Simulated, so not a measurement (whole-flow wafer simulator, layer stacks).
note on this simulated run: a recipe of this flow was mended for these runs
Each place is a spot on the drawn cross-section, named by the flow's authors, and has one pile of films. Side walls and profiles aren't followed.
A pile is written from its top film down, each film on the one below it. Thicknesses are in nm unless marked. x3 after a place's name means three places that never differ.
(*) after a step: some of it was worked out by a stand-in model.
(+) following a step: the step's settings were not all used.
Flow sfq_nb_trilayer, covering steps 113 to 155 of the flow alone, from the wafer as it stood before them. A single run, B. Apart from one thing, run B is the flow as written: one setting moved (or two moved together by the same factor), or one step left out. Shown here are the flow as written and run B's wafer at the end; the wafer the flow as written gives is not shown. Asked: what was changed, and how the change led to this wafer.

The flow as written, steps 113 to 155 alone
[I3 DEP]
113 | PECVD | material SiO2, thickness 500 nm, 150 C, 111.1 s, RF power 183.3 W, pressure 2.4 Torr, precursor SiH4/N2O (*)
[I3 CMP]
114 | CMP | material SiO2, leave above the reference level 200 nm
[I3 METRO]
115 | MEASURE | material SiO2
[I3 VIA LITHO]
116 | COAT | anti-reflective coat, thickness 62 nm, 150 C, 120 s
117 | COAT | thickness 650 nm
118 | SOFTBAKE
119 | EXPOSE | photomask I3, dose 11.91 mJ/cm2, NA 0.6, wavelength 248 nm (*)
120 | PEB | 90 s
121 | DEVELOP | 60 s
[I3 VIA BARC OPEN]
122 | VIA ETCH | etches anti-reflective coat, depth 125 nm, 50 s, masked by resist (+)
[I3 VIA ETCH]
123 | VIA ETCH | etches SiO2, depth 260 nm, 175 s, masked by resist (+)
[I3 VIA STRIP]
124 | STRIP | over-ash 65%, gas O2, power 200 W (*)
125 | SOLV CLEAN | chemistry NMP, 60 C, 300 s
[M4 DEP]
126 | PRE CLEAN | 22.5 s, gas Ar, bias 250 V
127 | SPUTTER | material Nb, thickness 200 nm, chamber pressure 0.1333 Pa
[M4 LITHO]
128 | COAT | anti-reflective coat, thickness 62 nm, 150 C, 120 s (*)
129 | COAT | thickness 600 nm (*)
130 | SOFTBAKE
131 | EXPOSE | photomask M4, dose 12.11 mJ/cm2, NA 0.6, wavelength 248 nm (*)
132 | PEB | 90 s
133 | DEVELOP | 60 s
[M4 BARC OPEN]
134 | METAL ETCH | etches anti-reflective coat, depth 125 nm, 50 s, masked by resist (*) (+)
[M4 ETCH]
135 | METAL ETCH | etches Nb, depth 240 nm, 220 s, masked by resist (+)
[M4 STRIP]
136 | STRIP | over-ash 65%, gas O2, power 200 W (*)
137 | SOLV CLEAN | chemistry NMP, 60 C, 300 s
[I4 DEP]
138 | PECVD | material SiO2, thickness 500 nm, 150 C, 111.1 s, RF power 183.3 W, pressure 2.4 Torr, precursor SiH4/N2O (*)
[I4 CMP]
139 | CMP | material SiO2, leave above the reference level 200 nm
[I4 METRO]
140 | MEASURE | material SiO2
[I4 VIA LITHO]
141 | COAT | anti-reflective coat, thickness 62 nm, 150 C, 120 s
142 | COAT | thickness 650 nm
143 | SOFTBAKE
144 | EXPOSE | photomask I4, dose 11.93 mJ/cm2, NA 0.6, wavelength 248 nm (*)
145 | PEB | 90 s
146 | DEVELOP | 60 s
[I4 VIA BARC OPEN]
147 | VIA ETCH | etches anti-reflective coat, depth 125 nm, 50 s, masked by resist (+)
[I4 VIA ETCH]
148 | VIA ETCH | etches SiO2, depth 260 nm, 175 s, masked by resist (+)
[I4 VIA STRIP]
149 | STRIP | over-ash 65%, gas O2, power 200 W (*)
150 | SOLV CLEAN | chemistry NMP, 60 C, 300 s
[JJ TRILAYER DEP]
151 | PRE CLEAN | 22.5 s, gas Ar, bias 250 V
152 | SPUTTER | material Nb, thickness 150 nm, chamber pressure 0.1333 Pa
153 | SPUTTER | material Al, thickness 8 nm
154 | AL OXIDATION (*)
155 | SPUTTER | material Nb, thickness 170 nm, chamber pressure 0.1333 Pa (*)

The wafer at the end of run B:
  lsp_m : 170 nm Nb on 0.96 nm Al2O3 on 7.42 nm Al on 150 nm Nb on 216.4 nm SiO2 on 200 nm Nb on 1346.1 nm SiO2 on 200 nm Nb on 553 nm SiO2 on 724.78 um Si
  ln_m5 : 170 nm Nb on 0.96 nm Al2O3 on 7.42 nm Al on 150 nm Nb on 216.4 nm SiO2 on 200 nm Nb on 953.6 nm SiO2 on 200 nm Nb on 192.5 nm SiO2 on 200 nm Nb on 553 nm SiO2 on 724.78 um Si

The reason: step 113, PECVD: 84.44 s was run, whereas the flow has 111.1 s.

Step by step, how the change led to this:
  113 | PECVD | material SiO2, thickness 500 nm, 150 C, 111.1 s, RF power 183.3 W, pressure 2.4 Torr, precursor SiH4/N2O (*)
      field_l, be, be_sur and 64 more: +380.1 SiO2 (in the flow as written it would be: +500 SiO2)
      v_sur, via_wl, via_wr and 27 more: +380.1 SiO2 (new film) (in the flow as written it would be: +500 SiO2 (new film))
      (as well as at 9 more places)
  114 | CMP | material SiO2, leave above the reference level 200 nm
      field_l, be, be_sur and 64 more: nothing (in the flow as written it would be: -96 SiO2)
      p4_g1, p4_g2, p3_s0, p3_s1, p3_s2, p3_s3, p3_s4, p3_s5: nothing (in the flow as written it would be: -157.1 SiO2)
      (as well as at 31 more places)
  116 | COAT | anti-reflective coat, thickness 62 nm, 150 C, 120 s
      m0r_line_l x6, m5r_space_l x2: +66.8 anti-reflective coat (new film) (in the flow as written it would be: +62 anti-reflective coat (new film))
      m0r_space_l, m0r_space_r, m6r_space_l x2, m6r_space_r x2: +68.7 anti-reflective coat (new film) (in the flow as written it would be: +62 anti-reflective coat (new film))
      (as well as at 52 more places)
  122 | VIA ETCH | etches anti-reflective coat, depth 125 nm, 50 s, masked by resist (+)
      via_v: -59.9 anti-reflective coat (all of it), -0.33 SiO2 (in the flow as written it would be: -62 anti-reflective coat (all of it), -0.31 SiO2)
  124 | STRIP | over-ash 65%, gas O2, power 200 W (*)
      m0r_line_l x6: -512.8 KrF-resist-other-grade (all of it), -66.8 anti-reflective coat (all of it) (in the flow as written it would be: -510.8 KrF-resist-other-grade (all of it), -62 anti-reflective coat (all of it))
      m0r_space_l, m0r_space_r, m6r_space_l x2, m6r_space_r x2: -511.2 KrF-resist-other-grade (all of it), -68.7 anti-reflective coat (all of it) (in the flow as written it would be: -510.8 KrF-resist-other-grade (all of it), -62 anti-reflective coat (all of it))
      (as well as at 53 more places)
  128 | COAT | anti-reflective coat, thickness 62 nm, 150 C, 120 s (*)
      m0r_line_l x6: +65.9 anti-reflective coat (new film) (in the flow as written it would be: +62 anti-reflective coat (new film))
      m0r_space_l, m0r_space_r, m6r_space_l x2, m6r_space_r x2: +67.6 anti-reflective coat (new film) (in the flow as written it would be: +62 anti-reflective coat (new film))
      (as well as at 53 more places)
  134 | METAL ETCH | etches anti-reflective coat, depth 125 nm, 50 s, masked by resist (*) (+)
      m0r_line_l x6: -65.9 anti-reflective coat (all of it) (in the flow as written it would be: -62 anti-reflective coat (all of it))
      m0r_space_l, m0r_space_r, m6r_space_l x2, m6r_space_r x2: -67.6 anti-reflective coat (all of it) (in the flow as written it would be: -62 anti-reflective coat (all of it))
      (as well as at 31 more places)
  136 | STRIP | over-ash 65%, gas O2, power 200 W (*)
      p3_l2, p3_l3, p3_l4: -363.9 KrF-resist-other-grade (all of it), -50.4 anti-reflective coat (all of it) (in the flow as written it would be: -364.6 KrF-resist-other-grade (all of it), -62 anti-reflective coat (all of it))
      v_sur: -358.5 KrF-resist-other-grade (all of it), -54.3 anti-reflective coat (all of it) (in the flow as written it would be: -360.6 KrF-resist-other-grade (all of it), -64.7 anti-reflective coat (all of it))
      (as well as at 20 more places)
  138 | PECVD | material SiO2, thickness 500 nm, 150 C, 111.1 s, RF power 183.3 W, pressure 2.4 Torr, precursor SiH4/N2O (*)
      p3_s0, p3_s1, p3_s2, p3_s3, p3_s4, p3_s5: +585 SiO2 (in the flow as written it would be: +561.1 SiO2)
  139 | CMP | material SiO2, leave above the reference level 200 nm
      field_l, be, be_sur and 55 more: -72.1 SiO2 (in the flow as written it would be: -96 SiO2)
      ln_m5, lsp_m, ln_m6, p4_fl, p4_fm, p4_g1, p4_g2, p4_fr: -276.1 SiO2 (in the flow as written it would be: -300 SiO2)
      (as well as at 3 more places)
